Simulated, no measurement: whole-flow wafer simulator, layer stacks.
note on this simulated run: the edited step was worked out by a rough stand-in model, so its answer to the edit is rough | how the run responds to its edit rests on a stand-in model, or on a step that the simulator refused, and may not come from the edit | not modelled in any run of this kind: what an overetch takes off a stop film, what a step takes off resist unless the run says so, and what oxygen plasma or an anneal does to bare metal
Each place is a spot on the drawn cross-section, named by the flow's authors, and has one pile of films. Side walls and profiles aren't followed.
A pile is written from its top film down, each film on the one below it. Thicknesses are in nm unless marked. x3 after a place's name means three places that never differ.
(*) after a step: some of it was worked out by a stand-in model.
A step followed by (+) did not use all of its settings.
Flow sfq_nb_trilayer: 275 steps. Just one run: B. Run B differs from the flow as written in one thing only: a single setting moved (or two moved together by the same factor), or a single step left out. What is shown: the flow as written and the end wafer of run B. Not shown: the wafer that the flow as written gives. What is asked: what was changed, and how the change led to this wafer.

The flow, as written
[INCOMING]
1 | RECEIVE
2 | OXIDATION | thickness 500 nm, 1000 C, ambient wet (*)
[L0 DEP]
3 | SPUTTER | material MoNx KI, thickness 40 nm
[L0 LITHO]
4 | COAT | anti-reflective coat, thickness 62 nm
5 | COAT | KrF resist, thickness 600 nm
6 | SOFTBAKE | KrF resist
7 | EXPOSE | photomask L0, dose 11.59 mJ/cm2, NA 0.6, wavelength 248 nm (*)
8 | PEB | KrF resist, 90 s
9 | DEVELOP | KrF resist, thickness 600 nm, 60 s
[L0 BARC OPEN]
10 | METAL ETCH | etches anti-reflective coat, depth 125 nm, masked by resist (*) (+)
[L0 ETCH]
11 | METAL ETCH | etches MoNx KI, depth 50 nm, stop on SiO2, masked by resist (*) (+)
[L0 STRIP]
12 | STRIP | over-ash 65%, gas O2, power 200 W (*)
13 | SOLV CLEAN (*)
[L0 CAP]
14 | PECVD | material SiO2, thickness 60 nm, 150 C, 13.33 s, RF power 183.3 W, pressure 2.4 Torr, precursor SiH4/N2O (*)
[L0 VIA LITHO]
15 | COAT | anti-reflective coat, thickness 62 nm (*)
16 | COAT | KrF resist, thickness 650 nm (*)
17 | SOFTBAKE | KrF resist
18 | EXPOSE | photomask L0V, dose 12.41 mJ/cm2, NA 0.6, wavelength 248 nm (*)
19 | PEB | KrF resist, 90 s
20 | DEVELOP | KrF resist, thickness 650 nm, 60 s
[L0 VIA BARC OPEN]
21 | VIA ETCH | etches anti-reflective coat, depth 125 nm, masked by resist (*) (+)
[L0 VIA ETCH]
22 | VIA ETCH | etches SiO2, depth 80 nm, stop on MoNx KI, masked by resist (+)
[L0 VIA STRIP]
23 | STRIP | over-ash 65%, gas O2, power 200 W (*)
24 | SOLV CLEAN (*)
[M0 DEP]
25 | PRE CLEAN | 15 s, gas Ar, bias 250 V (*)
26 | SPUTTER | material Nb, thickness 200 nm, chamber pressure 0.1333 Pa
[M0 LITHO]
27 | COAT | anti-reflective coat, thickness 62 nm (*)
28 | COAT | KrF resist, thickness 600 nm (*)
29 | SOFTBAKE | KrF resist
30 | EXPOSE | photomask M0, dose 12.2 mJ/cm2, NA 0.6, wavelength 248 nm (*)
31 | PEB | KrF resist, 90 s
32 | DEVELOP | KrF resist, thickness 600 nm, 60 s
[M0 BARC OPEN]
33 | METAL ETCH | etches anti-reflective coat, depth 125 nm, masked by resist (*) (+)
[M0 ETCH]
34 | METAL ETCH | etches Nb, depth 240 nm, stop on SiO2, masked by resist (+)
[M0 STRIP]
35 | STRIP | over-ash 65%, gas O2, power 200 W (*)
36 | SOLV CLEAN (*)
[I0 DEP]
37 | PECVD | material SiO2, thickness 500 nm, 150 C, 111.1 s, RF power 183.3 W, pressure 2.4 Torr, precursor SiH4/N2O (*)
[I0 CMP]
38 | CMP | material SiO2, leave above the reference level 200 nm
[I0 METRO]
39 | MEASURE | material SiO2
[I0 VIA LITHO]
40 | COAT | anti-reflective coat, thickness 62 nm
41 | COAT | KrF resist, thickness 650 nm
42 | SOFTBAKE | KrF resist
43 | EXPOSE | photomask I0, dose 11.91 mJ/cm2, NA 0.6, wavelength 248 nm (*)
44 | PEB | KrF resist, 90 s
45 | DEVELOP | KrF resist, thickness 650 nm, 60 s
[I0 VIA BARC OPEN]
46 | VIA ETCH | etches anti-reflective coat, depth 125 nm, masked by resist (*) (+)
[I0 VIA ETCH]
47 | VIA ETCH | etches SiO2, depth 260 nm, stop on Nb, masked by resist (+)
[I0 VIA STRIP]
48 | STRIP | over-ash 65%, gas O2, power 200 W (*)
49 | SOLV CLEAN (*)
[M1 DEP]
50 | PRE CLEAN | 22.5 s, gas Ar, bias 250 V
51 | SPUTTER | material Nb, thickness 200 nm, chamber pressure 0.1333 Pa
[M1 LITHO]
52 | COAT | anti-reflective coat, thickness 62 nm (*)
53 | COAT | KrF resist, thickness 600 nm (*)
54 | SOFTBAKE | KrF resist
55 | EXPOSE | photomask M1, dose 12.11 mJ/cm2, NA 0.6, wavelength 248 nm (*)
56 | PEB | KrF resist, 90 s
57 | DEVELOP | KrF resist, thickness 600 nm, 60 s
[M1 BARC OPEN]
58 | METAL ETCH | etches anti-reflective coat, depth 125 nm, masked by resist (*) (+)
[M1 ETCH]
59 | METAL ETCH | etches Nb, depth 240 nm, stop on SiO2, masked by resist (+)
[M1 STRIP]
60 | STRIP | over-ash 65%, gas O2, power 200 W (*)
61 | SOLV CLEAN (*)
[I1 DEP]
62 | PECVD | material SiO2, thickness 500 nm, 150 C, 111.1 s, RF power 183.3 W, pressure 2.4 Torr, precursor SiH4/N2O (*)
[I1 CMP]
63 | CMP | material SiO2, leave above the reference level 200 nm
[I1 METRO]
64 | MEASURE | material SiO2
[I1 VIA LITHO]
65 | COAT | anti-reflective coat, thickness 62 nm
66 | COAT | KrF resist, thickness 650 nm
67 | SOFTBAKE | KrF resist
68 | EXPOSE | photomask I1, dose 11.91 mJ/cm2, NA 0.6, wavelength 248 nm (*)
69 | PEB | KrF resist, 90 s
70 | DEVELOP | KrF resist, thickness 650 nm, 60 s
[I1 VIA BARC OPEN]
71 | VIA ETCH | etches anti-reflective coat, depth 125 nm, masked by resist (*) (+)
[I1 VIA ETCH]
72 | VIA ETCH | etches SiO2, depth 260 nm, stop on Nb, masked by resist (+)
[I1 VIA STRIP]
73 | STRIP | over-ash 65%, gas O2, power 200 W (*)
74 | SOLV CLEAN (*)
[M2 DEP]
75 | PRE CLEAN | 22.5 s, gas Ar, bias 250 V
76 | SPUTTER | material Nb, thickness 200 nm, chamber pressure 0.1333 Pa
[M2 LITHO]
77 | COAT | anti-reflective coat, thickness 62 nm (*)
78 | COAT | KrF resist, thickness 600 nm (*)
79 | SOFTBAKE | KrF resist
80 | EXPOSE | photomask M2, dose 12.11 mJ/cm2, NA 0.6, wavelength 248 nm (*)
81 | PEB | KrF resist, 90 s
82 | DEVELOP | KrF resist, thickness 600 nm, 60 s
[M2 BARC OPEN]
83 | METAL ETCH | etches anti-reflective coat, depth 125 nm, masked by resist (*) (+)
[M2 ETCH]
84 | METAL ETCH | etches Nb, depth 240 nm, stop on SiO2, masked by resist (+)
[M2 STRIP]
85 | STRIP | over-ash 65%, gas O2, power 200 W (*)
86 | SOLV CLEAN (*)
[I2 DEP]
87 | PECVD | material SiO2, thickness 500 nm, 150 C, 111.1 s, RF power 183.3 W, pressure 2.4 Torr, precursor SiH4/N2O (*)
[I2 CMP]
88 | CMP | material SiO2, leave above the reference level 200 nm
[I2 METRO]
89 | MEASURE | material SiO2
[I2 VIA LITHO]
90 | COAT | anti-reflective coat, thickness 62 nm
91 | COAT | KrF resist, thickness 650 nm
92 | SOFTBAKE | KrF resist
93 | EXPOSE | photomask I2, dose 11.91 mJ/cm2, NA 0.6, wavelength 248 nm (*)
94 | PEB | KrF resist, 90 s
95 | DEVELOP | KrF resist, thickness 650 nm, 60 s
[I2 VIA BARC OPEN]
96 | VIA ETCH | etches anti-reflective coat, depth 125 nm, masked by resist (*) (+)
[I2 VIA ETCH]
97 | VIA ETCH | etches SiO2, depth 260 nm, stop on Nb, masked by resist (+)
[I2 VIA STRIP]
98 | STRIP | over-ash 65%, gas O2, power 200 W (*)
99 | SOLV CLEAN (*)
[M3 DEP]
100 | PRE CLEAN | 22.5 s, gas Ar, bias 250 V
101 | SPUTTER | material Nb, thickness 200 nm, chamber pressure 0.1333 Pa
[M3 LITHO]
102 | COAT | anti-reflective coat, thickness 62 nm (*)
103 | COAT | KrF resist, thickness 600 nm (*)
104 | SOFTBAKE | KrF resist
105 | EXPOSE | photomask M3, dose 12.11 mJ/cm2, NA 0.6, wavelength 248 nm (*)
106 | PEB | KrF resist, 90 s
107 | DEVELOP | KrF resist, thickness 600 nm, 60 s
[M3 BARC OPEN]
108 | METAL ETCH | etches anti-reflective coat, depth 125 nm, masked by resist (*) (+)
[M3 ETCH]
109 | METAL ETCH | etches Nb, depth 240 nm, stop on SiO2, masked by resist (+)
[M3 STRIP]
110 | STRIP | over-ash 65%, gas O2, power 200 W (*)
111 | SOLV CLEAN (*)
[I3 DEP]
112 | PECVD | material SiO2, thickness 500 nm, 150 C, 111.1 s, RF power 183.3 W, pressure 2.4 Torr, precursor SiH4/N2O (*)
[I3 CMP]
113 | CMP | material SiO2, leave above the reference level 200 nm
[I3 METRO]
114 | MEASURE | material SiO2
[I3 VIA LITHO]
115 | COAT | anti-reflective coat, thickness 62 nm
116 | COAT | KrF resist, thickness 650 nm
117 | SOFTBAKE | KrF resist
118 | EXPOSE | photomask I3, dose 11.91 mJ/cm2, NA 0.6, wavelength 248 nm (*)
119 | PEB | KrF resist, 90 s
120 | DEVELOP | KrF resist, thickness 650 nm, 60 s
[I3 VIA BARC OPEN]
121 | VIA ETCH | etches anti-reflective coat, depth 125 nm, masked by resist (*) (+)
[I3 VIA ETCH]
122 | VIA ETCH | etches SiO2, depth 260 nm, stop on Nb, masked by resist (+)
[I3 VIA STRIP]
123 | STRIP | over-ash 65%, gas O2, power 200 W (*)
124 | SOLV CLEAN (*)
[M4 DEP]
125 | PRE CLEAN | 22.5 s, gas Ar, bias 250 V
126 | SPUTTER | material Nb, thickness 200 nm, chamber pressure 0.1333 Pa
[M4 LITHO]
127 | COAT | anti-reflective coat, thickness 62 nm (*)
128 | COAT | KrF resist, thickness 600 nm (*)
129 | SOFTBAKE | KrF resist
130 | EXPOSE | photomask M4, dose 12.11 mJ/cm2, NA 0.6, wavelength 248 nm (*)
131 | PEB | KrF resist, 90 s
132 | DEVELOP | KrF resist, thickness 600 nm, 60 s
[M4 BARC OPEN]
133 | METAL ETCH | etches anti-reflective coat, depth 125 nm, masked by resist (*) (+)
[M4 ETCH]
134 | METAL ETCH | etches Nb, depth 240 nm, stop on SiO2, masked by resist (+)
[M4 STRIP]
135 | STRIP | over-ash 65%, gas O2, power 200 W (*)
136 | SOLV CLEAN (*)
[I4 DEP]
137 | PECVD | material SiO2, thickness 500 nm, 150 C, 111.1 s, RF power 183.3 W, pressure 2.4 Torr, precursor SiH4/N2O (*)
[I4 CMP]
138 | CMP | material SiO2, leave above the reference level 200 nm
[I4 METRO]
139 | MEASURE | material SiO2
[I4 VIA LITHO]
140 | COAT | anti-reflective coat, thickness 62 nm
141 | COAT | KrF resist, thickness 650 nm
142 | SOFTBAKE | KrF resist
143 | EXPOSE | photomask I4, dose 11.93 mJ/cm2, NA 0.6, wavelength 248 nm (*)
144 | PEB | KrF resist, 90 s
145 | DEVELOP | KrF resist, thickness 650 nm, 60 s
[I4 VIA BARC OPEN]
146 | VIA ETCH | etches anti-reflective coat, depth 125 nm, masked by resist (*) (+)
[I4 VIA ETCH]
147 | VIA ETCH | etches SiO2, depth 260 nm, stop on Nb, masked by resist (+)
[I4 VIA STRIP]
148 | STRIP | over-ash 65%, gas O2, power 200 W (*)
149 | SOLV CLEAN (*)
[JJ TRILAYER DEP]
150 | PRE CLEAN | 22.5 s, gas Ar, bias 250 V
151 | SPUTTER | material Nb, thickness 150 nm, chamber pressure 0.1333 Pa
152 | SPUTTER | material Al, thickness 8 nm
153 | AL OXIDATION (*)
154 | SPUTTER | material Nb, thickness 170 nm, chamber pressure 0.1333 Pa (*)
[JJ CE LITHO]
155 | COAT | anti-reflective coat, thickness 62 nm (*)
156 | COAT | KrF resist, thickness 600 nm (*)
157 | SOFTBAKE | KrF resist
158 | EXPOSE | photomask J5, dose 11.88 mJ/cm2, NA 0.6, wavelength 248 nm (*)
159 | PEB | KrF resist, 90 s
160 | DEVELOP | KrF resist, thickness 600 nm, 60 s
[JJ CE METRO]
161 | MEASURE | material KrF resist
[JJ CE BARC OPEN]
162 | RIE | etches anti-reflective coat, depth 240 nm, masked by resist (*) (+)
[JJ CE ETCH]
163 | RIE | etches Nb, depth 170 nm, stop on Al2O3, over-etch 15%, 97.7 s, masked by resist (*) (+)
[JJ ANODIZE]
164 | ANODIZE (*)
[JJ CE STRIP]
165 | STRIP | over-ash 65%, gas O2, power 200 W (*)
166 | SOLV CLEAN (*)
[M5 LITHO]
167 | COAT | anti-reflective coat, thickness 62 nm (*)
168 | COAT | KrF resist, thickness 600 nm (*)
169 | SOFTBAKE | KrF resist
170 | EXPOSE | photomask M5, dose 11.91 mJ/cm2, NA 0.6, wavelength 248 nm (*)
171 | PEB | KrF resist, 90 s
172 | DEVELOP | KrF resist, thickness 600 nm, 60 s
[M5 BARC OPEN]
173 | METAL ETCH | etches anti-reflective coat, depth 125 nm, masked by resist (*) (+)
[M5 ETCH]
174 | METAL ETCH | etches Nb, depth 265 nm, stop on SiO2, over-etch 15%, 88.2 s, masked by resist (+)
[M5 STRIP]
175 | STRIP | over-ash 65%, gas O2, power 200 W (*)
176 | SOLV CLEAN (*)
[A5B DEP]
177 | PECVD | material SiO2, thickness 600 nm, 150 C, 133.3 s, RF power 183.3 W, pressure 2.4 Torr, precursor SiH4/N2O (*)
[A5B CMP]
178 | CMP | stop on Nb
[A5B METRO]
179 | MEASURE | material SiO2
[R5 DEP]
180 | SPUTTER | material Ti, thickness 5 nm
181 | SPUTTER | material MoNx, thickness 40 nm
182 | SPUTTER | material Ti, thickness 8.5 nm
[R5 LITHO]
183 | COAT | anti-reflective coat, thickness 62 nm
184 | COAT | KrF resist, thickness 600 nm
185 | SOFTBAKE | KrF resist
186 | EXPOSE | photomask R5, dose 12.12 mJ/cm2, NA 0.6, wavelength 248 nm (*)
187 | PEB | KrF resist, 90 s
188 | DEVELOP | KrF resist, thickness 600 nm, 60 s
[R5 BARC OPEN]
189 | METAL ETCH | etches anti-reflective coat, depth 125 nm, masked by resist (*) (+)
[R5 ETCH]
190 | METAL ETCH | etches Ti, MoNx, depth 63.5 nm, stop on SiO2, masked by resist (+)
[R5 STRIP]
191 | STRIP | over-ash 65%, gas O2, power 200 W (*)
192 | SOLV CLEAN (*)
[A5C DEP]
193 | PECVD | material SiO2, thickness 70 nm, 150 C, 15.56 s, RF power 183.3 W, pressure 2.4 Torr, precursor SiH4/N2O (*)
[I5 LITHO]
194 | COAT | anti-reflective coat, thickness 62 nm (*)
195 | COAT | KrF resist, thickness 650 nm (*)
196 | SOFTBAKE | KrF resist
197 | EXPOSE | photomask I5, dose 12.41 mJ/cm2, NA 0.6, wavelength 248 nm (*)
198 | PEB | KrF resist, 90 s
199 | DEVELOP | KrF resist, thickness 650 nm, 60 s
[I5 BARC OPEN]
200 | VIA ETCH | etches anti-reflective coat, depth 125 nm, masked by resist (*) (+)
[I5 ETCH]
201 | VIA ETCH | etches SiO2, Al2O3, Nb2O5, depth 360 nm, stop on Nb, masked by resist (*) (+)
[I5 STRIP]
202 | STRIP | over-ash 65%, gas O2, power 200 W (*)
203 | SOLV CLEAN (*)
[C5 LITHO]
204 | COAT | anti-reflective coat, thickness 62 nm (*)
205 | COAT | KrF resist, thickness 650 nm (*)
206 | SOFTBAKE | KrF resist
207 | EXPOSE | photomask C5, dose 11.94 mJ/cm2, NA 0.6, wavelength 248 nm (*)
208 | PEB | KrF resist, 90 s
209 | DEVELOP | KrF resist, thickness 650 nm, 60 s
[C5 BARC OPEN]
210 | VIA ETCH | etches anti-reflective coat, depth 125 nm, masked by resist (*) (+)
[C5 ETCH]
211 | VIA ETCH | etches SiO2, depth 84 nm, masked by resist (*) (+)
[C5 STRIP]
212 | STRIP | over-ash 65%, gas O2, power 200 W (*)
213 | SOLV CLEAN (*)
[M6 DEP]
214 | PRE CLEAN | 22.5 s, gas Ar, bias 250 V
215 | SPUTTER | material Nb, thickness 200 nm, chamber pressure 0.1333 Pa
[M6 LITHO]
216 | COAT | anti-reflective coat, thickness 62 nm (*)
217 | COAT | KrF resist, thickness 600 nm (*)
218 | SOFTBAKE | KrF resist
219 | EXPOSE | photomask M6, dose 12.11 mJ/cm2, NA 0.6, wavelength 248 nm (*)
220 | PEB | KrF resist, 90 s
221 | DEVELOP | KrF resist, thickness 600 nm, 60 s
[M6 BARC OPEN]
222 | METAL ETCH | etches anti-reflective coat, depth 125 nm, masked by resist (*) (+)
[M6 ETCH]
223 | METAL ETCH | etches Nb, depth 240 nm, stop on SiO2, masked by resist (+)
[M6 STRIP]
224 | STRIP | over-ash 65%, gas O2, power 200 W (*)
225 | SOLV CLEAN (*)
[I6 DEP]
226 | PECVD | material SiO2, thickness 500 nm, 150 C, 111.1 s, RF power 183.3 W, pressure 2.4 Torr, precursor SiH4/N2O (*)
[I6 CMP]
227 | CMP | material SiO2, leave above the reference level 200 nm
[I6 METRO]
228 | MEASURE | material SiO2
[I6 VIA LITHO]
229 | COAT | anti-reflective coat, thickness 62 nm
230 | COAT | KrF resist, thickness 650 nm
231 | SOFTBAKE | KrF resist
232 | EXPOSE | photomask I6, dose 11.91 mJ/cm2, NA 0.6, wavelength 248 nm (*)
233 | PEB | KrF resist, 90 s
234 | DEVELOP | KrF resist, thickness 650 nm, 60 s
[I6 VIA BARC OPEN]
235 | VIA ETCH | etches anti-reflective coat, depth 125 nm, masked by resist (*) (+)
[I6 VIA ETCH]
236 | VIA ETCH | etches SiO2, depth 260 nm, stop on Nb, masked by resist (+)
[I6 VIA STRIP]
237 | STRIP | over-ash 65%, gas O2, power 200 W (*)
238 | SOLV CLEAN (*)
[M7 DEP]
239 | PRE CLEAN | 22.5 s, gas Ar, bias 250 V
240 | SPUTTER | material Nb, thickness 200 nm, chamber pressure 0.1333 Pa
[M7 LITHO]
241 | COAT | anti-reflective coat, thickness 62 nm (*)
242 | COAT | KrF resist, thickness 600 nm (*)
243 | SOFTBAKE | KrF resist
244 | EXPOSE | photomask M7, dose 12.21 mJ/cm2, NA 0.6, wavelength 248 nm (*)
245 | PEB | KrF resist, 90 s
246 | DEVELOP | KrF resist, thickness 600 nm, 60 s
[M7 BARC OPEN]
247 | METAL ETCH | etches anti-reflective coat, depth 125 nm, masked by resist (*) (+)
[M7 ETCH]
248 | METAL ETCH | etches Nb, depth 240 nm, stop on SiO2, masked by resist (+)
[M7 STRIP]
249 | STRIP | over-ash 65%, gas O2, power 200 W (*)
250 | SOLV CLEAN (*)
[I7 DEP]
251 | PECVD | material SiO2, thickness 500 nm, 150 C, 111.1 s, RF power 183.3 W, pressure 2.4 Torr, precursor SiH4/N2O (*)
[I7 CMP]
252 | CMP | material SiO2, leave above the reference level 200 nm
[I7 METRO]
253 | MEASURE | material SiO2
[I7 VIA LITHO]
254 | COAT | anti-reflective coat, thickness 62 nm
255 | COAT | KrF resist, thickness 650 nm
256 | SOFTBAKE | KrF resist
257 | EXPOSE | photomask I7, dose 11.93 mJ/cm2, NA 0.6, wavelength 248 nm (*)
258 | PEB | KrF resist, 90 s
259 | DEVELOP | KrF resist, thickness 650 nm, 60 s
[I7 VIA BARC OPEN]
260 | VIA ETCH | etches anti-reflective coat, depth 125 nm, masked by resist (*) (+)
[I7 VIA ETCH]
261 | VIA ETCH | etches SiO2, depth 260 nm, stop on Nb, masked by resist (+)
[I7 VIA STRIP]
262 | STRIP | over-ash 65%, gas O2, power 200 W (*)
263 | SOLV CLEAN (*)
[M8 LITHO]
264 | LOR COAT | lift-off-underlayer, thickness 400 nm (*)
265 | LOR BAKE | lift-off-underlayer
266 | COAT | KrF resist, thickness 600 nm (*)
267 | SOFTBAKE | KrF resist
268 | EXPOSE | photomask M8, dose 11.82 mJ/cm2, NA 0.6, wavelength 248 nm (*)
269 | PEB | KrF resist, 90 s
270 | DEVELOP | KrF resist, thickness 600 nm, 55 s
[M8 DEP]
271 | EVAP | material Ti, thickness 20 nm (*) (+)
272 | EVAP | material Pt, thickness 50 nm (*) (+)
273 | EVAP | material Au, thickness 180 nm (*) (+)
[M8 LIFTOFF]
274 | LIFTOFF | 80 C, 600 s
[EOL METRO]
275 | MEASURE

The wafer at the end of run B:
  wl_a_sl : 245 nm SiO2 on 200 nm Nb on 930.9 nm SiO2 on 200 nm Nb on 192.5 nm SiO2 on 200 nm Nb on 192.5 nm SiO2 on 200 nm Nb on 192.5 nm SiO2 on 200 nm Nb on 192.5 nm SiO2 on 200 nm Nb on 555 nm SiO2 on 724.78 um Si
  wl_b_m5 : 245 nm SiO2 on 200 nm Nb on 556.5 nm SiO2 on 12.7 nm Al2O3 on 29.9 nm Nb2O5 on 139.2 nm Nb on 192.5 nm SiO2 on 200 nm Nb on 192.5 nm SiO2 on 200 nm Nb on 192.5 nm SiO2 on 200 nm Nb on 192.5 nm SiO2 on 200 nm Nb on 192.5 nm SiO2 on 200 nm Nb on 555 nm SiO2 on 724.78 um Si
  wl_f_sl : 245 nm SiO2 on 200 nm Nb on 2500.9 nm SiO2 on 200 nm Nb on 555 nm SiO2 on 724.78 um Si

The reason: step 226, PECVD: thickness 355 nm was run, while the flow as written has thickness 500 nm; step 226, PECVD: 78.89 s was run, where the flow has 111.1 s.

How this came from the change, step by step:
  226 | PECVD | material SiO2, thickness 500 nm, 150 C, 111.1 s, RF power 183.3 W, pressure 2.4 Torr, precursor SiH4/N2O (*)
      field_l, p4_fl, p4_fm and 62 more: +355 SiO2 (it would be, as written: +500 SiO2)
      v_sur, via_wl, via_w and 21 more: +355 SiO2 (new film) (it would be, as written: +500 SiO2 (new film))
      (and at 17 other places as well)
  227 | CMP | material SiO2, leave above the reference level 200 nm
      field_l, p4_fl, p4_fm and 59 more: nothing (it would be, as written: -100 SiO2)
      moat, field_r, lsp_l, ln_m5, lsp_m: nothing (it would be, as written: -93.6 SiO2)
      (and at 39 other places as well)
  229 | COAT | anti-reflective coat, thickness 62 nm
      ln_m5, wl_b_sl, wl_b_m5, wl_g_sl, m0r_line_l, m0r_line_r, m7r_line_l, m7r_line_r: +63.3 anti-reflective coat (new film) (it would be, as written: +62 anti-reflective coat (new film))
      via_wl, via_wr, via_sp, res: +58.9 anti-reflective coat (new film) (it would be, as written: +62 anti-reflective coat (new film))
      (and at 62 other places as well)
  230 | COAT | KrF resist, thickness 650 nm
      via_sp, ce_r: +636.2 KrF resist (new film) (it would be, as written: +650 KrF resist (new film))
      jj_sur, wl_j_sl: +635.5 KrF resist (new film) (it would be, as written: +650 KrF resist (new film))
      (and at 20 other places as well)
  234 | DEVELOP | KrF resist, thickness 650 nm, 60 s
      via_v: -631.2 KrF resist (all of it) (it would be, as written: -648.6 KrF resist (all of it))
  235 | VIA ETCH | etches anti-reflective coat, depth 125 nm, masked by resist (*) (+)
      field_l, v_sur, via_wl and 102 more: -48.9 KrF resist (it would be, as written: -51.7 KrF resist)
      via_v: -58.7 anti-reflective coat (all of it), -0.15 SiO2 (it would be, as written: -62 anti-reflective coat (all of it), -0.16 SiO2)
  237 | STRIP | over-ash 65%, gas O2, power 200 W (*)
      m0r_line_l, m0r_line_r, m7r_line_l, m7r_line_r: -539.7 KrF resist (all of it), -63.3 anti-reflective coat (all of it) (it would be, as written: -528.6 KrF resist (all of it), -62 anti-reflective coat (all of it))
      m0r_space_l, m0r_space_r, m7r_space_l, m7r_space_r: -536.2 KrF resist (all of it), -68.4 anti-reflective coat (all of it) (it would be, as written: -528.6 KrF resist (all of it), -62 anti-reflective coat (all of it))
      (and at 66 other places as well)
  240 | SPUTTER | material Nb, thickness 200 nm, chamber pressure 0.1333 Pa
      be: +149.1 Nb (new film) (it would be, as written: +200 Nb (new film))
      gap: +191.7 Nb (new film) (it would be, as written: +200 Nb (new film))
  241 | COAT | anti-reflective coat, thickness 62 nm (*)
      wl_a_sr, m0r_space_l, m7r_space_l: +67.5 anti-reflective coat (new film) (it would be, as written: +62 anti-reflective coat (new film))
      wl_c_sl, wl_c_sr, wl_f_sl: +67.1 anti-reflective coat (new film) (it would be, as written: +62 anti-reflective coat (new film))
      (and at 59 other places as well)
  242 | COAT | KrF resist, thickness 600 nm (*)
      m6r_line_l, m6r_line_r: +587.2 KrF resist (new film) (it would be, as written: +600 KrF resist (new film))
      v_sur: +582.8 KrF resist (new film) (it would be, as written: +597.5 KrF resist (new film))
      (and at 26 other places as well)
  246 | DEVELOP | KrF resist, thickness 600 nm, 60 s
      m6r_line_l, m6r_line_r: -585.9 KrF resist (all of it) (it would be, as written: -598.7 KrF resist (all of it))
      wl_c_m6: -576.8 KrF resist (all of it) (it would be, as written: -598.7 KrF resist (all of it))
      (and at 1 other place as well)
  247 | METAL ETCH | etches anti-reflective coat, depth 125 nm, masked by resist (*) (+)
      wl_c_sl, wl_c_sr: -67.1 anti-reflective coat (all of it) (it would be, as written: -62 anti-reflective coat (all of it))
      m0r_space_l, m7r_space_l: -67.5 anti-reflective coat (all of it) (it would be, as written: -62 anti-reflective coat (all of it))
      (and at 26 other places as well)
  249 | STRIP | over-ash 65%, gas O2, power 200 W (*)
      v_sur: -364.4 KrF resist (all of it), -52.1 anti-reflective coat (all of it) (it would be, as written: -379.9 KrF resist (all of it), -61.4 anti-reflective coat (all of it))
      via_wl: -360.7 KrF resist (all of it), -58.1 anti-reflective coat (all of it) (it would be, as written: -379.3 KrF resist (all of it), -61.3 anti-reflective coat (all of it))
      (and at 33 other places as well)
  251 | PECVD | material SiO2, thickness 500 nm, 150 C, 111.1 s, RF power 183.3 W, pressure 2.4 Torr, precursor SiH4/N2O (*)
      be: +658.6 SiO2 (new film) (it would be, as written: +500 SiO2 (new film))
  252 | CMP | material SiO2, leave above the reference level 200 nm
      field_l, p4_fl, p4_fm and 48 more: -55 SiO2 (it would be, as written: -100 SiO2)
      wl_a_sl, wl_a_sr, wl_b_sl and 9 more: -255 SiO2 (it would be, as written: -300 SiO2)
      (and at 12 other places as well)
